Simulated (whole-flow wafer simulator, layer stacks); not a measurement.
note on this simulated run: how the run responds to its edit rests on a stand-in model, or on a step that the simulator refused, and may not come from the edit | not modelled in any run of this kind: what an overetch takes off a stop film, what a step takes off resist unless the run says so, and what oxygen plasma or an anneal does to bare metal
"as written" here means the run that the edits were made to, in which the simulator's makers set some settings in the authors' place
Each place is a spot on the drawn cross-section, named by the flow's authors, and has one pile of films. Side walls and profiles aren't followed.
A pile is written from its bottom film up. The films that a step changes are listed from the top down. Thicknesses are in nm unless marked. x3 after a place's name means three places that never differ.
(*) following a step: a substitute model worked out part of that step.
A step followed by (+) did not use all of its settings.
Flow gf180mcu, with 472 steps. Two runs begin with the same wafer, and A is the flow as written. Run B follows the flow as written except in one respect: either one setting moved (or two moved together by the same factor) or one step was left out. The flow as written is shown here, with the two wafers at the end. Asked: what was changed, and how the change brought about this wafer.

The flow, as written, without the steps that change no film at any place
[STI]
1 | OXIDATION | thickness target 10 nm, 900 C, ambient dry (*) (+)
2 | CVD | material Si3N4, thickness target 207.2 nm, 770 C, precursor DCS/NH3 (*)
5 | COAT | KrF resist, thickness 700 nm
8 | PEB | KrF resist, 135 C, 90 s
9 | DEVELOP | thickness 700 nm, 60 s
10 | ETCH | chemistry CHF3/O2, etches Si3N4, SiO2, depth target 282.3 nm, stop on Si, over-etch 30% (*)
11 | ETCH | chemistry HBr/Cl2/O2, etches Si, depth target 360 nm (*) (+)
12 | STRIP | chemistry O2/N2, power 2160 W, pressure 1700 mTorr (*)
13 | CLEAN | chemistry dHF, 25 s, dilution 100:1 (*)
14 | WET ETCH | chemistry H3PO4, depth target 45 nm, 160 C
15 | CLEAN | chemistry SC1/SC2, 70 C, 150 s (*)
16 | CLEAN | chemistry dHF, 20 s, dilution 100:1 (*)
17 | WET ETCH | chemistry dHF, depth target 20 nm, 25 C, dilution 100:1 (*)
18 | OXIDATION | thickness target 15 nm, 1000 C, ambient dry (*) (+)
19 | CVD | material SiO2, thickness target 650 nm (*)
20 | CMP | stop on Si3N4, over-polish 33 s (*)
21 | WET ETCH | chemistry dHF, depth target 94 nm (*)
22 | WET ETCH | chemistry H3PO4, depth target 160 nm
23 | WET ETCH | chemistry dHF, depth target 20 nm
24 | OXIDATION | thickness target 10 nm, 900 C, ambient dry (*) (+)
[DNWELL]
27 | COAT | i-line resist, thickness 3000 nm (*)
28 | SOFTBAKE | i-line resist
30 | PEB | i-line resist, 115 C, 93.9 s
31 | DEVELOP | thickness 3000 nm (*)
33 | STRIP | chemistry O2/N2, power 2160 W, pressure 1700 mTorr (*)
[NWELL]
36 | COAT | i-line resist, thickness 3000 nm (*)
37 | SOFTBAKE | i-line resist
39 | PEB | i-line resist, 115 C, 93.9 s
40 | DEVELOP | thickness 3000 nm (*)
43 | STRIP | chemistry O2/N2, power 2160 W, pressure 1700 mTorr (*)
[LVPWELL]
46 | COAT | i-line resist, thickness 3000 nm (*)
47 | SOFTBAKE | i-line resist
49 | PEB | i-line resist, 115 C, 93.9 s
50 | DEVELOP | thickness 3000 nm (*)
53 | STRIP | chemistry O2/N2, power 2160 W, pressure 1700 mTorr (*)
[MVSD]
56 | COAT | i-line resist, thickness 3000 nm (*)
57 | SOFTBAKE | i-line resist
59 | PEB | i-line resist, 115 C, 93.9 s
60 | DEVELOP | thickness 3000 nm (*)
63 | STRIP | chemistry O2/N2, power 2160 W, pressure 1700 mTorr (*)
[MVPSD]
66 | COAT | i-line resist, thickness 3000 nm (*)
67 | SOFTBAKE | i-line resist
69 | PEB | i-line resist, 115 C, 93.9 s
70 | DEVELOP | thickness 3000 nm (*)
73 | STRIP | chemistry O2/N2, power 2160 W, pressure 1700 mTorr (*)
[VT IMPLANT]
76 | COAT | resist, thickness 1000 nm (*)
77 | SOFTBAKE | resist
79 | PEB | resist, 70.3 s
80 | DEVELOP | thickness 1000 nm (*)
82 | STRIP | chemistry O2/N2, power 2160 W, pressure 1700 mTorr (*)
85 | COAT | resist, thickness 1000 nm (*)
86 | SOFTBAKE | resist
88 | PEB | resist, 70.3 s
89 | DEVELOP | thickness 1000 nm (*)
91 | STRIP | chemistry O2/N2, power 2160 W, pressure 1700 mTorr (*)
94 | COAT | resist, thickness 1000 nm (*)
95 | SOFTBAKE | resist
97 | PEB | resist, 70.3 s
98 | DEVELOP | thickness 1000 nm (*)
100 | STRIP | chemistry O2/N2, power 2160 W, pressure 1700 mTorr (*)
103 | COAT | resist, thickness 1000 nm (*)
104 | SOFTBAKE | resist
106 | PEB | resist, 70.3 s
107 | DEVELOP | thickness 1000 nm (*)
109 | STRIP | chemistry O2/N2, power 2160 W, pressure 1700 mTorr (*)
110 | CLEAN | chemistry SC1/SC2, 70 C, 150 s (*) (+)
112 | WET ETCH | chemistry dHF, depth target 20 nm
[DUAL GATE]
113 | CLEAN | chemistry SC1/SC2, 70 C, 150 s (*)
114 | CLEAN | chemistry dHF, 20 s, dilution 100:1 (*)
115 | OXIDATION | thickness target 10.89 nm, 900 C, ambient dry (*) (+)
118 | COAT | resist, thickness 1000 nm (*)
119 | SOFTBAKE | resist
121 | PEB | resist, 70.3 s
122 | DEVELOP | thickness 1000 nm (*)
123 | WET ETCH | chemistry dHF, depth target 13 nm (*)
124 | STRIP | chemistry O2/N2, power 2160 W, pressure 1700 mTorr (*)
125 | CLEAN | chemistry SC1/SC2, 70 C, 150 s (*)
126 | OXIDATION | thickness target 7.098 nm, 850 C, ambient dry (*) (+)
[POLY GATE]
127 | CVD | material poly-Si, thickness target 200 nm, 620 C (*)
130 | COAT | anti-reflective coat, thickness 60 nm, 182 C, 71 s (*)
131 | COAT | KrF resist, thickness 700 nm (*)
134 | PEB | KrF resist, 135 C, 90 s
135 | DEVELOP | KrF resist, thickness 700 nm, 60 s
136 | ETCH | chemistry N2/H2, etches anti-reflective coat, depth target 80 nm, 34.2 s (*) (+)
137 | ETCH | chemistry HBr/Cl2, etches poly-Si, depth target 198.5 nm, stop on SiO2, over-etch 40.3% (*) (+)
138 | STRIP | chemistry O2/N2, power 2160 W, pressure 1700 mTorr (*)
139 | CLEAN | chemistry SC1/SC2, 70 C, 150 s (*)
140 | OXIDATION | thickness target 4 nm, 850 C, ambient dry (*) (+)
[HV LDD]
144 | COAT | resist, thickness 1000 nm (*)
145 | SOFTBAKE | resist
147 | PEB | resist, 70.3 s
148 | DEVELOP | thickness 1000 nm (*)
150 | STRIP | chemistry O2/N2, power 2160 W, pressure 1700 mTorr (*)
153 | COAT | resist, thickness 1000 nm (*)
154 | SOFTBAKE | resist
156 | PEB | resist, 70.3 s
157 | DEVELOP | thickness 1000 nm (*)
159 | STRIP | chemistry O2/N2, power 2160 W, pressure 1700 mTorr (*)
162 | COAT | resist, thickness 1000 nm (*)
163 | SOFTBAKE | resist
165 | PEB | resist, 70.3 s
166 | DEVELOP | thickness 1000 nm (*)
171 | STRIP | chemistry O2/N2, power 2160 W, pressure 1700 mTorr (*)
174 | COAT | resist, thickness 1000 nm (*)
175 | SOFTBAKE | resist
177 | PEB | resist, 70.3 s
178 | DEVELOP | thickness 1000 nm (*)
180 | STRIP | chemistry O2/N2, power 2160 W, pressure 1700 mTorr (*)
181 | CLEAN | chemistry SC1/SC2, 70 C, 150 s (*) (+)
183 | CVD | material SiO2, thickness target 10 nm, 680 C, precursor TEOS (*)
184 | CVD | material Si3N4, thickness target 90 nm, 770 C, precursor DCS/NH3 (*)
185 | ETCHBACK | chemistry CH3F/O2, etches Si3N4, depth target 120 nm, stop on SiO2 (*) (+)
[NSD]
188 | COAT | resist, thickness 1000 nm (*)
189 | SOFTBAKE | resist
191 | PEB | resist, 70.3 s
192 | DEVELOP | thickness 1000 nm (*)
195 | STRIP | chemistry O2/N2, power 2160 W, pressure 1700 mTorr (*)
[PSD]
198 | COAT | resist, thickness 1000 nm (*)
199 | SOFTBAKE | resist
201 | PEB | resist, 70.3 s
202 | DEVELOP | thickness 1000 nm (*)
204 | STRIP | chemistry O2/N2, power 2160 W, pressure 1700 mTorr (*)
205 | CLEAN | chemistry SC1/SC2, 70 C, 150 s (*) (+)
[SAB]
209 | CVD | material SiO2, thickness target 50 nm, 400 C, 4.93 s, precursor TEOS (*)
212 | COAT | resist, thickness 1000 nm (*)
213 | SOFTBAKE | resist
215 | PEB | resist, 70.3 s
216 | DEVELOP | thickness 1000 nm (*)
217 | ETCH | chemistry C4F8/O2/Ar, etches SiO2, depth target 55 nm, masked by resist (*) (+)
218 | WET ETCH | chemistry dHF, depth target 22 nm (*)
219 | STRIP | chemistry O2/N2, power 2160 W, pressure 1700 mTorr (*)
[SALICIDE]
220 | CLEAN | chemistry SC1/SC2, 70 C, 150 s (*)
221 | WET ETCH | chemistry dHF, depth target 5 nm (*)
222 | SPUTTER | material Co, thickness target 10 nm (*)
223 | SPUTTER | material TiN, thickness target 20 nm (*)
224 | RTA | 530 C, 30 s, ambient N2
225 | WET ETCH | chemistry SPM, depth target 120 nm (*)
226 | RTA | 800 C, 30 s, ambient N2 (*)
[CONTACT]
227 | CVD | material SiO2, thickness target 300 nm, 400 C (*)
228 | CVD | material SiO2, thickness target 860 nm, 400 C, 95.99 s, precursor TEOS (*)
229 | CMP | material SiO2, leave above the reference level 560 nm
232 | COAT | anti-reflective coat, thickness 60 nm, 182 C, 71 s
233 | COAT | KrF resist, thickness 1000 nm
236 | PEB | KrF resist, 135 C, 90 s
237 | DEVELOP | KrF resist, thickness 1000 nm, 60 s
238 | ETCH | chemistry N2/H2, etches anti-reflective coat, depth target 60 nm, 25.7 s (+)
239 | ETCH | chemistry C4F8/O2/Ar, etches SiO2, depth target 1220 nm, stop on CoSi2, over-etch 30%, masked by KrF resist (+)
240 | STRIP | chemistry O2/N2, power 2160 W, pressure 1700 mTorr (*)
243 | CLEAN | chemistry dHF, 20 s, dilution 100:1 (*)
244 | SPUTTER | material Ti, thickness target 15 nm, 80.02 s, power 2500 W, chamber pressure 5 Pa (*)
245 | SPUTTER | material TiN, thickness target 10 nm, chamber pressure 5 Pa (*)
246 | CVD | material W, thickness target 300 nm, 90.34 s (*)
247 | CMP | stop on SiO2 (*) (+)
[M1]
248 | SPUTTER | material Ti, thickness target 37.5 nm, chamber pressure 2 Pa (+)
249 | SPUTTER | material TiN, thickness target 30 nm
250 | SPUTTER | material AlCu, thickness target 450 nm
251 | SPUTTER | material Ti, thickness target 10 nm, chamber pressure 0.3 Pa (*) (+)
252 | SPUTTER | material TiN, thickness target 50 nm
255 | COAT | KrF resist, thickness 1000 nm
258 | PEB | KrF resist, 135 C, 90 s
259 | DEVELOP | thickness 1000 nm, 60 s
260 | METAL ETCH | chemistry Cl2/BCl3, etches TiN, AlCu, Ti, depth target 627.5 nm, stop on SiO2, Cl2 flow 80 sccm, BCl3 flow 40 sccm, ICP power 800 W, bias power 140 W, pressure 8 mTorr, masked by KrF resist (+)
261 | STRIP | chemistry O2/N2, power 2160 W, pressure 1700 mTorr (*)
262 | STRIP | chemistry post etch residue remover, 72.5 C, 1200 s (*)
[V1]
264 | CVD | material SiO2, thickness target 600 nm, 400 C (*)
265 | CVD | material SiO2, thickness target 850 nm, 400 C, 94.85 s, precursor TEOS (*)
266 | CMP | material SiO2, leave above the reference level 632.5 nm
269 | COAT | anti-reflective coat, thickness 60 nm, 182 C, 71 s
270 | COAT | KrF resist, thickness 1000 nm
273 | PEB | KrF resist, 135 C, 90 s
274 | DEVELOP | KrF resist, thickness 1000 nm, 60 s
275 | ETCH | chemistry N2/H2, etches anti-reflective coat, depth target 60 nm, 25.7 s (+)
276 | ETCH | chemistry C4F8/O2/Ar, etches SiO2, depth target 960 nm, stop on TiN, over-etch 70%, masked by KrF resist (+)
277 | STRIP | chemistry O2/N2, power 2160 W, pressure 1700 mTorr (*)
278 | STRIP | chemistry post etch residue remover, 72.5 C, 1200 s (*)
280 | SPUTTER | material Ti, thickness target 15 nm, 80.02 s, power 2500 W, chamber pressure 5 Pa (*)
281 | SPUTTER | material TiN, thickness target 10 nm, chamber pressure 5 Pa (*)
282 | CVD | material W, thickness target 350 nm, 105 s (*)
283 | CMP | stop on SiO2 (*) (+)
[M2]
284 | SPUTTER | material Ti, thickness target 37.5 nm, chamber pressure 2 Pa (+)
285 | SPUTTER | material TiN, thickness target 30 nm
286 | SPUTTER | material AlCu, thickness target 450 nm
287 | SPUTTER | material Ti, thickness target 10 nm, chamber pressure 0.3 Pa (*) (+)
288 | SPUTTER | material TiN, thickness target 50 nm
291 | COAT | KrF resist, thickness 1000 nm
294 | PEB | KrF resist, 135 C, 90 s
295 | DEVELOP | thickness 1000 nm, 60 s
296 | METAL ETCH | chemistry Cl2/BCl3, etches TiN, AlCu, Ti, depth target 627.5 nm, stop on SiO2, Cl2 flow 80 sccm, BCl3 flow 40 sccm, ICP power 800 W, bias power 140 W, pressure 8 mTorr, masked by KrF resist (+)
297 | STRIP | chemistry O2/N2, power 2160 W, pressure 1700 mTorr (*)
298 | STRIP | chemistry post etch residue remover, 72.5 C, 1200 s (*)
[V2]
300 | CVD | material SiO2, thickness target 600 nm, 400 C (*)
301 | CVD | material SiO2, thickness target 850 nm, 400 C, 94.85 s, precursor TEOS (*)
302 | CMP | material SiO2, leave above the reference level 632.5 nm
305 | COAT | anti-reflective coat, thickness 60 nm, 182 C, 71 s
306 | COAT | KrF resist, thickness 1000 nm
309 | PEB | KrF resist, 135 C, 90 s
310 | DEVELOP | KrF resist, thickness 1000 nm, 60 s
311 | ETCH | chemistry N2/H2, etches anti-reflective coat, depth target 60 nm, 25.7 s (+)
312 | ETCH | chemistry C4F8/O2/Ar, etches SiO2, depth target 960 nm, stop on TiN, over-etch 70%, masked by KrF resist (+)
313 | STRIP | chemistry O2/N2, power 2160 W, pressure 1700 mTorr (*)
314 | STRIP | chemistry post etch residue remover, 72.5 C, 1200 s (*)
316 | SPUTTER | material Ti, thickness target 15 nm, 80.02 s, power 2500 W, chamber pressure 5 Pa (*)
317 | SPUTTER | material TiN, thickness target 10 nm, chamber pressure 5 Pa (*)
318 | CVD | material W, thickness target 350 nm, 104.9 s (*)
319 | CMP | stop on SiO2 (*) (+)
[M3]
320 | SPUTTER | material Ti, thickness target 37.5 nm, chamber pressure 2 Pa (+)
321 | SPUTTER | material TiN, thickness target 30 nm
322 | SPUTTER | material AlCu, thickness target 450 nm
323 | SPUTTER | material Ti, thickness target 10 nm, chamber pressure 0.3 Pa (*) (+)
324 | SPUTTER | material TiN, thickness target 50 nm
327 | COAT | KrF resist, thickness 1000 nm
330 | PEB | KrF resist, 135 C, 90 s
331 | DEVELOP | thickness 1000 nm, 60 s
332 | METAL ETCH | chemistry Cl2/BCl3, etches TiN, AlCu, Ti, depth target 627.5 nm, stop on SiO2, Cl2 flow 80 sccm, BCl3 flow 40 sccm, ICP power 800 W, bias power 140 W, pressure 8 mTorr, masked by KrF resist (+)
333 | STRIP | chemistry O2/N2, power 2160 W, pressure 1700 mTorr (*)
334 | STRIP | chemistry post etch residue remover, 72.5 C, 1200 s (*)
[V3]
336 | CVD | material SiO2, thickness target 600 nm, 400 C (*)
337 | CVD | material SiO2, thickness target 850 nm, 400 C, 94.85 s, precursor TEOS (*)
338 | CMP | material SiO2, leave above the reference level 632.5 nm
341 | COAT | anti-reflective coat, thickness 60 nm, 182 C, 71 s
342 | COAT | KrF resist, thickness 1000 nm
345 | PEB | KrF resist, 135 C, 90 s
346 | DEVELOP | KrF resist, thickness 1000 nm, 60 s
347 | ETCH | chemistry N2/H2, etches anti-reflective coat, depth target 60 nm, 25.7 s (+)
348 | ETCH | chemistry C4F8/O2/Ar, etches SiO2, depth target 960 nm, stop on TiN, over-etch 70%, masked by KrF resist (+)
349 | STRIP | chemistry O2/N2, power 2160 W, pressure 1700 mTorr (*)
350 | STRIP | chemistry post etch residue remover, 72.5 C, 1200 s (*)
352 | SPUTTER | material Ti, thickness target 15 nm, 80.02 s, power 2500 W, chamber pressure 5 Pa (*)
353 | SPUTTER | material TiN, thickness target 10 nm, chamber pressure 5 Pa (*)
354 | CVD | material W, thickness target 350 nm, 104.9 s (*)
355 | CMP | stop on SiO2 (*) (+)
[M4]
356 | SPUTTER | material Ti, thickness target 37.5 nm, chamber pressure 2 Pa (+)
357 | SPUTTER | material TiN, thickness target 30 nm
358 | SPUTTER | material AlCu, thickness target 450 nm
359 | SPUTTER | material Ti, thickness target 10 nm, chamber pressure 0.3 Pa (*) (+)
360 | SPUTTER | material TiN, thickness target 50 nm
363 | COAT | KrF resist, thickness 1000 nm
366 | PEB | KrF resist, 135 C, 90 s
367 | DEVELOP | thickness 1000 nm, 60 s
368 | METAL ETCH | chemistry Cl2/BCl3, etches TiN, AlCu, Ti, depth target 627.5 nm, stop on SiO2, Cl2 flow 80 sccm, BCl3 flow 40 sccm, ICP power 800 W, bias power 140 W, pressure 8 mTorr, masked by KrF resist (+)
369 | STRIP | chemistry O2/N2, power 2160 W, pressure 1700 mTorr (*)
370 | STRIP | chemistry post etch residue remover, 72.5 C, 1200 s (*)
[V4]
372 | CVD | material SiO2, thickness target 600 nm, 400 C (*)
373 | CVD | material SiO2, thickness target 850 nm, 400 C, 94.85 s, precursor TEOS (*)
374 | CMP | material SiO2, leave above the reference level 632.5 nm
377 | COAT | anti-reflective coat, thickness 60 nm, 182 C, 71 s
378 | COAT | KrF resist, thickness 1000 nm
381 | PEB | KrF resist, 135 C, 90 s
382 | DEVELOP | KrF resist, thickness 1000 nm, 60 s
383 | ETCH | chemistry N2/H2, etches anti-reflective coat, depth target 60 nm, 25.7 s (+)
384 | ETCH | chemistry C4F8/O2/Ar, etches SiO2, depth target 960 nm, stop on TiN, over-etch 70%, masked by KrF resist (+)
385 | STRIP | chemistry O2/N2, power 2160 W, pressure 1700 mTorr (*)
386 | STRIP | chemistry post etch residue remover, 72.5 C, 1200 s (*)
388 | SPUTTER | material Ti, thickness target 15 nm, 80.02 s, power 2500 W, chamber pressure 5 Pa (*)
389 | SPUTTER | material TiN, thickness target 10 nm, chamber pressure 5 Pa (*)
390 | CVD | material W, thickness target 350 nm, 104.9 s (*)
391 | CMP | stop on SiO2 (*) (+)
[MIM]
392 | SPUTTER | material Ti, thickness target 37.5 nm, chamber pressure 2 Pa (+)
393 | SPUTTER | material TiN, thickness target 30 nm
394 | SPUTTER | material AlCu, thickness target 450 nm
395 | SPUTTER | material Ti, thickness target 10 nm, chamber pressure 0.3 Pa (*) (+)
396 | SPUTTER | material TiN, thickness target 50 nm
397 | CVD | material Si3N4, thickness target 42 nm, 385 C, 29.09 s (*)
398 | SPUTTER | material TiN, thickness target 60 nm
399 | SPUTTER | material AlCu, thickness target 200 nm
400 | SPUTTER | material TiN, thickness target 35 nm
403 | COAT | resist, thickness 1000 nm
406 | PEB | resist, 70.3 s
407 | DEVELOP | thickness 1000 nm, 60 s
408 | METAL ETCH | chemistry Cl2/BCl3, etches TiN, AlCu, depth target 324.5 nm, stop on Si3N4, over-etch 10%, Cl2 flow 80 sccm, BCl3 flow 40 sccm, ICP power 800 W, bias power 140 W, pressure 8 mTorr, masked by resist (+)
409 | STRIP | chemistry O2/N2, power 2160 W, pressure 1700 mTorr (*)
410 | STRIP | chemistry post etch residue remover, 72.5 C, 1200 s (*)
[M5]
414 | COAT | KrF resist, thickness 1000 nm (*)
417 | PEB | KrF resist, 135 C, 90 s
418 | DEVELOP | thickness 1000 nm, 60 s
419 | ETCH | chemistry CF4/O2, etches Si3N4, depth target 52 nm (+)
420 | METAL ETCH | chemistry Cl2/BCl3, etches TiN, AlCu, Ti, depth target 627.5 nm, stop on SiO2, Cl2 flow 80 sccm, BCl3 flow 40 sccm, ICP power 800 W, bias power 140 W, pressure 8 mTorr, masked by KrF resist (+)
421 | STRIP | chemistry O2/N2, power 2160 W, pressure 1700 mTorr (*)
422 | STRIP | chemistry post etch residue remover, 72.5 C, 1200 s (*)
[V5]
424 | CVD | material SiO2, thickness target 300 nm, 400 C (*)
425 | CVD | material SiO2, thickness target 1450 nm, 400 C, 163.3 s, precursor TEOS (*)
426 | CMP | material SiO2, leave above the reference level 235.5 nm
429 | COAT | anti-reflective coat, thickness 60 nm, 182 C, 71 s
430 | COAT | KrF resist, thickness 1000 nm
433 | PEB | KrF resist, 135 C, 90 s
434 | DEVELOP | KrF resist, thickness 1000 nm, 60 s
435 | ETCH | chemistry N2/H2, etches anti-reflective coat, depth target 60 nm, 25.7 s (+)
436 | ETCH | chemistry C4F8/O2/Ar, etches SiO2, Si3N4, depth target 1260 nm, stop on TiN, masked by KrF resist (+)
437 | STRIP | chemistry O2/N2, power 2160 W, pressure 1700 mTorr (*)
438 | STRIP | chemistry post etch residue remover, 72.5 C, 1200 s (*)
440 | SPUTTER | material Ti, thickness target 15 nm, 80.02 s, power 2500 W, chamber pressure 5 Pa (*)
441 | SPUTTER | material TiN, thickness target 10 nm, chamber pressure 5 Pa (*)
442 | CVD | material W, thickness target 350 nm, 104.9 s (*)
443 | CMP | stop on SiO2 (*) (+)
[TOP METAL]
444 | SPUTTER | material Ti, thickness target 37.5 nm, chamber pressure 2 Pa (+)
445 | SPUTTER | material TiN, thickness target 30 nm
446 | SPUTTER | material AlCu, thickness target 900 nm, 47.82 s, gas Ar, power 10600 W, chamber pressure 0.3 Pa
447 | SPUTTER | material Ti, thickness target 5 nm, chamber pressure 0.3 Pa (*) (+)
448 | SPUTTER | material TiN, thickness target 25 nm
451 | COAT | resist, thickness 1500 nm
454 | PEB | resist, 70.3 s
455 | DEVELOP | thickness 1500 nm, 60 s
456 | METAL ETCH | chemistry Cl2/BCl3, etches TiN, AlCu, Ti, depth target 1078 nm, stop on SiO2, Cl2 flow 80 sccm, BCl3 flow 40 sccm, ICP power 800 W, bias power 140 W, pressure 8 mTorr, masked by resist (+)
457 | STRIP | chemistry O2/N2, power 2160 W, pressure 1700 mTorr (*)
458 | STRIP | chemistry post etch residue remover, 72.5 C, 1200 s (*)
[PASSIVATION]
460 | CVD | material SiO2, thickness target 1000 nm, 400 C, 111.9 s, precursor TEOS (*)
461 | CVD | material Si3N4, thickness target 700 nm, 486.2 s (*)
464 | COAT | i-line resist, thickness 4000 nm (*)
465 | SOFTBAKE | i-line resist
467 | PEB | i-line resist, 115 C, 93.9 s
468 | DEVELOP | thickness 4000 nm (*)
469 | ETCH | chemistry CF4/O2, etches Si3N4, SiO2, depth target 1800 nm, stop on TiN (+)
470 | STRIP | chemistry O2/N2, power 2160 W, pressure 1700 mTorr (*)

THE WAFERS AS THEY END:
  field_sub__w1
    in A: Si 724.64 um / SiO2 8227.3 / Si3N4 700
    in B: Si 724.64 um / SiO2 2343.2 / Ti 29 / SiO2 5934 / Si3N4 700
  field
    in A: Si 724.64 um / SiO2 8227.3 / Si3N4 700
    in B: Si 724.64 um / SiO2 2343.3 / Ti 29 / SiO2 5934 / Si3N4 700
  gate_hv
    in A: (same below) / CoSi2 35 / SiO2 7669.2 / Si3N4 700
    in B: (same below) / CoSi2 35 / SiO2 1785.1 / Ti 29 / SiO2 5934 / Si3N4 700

Cause: step 286, SPUTTER: thickness target 529 nm was run, though the flow has thickness target 450 nm.

How this came from the change, step by step:
  286 | SPUTTER | material AlCu, thickness target 450 nm
      field, field__w1, field__w2 and 108 more: A AlCu gains 450 (new film) | B AlCu gains 529 (new film)
  296 | METAL ETCH | chemistry Cl2/BCl3, etches TiN, AlCu, Ti, depth target 627.5 nm, stop on SiO2, Cl2 flow 80 sccm, BCl3 flow 40 sccm, ICP power 800 W, bias power 140 W, pressure 8 mTorr, masked by KrF resist (+)
      field, field__w1, field__w2 and 103 more: A TiN loses 50 (all of it), Ti loses 10 (all of it), AlCu loses 450 (all of it), TiN loses 30 (all of it), Ti loses 37.5 (all of it) | B TiN loses 50 (all of it), Ti loses 10 (all of it), AlCu loses 529 (all of it), TiN loses 30 (all of it), Ti loses 8.5
  300 | CVD | material SiO2, thickness target 600 nm, 400 C (*)
      field, field__w1, field__w2 and 103 more: A SiO2 gains 600 | B SiO2 gains 600 (new film)
  302 | CMP | material SiO2, leave above the reference level 632.5 nm
      field, field__w1, field__w2 and 103 more: A SiO2 loses 300 | B SiO2 loses 250
If metal films that touch count as one body, field_sub__w1 has 1 body; the flow as written gives 0 bodies.
If metal films that touch count as one body, field has 1 body; the flow as written gives 0 bodies.
If metal films that touch count as one body, gate_hv has 2 bodies (between them, from the top down: SiO2 1785.1); the flow as written gives 1 body.
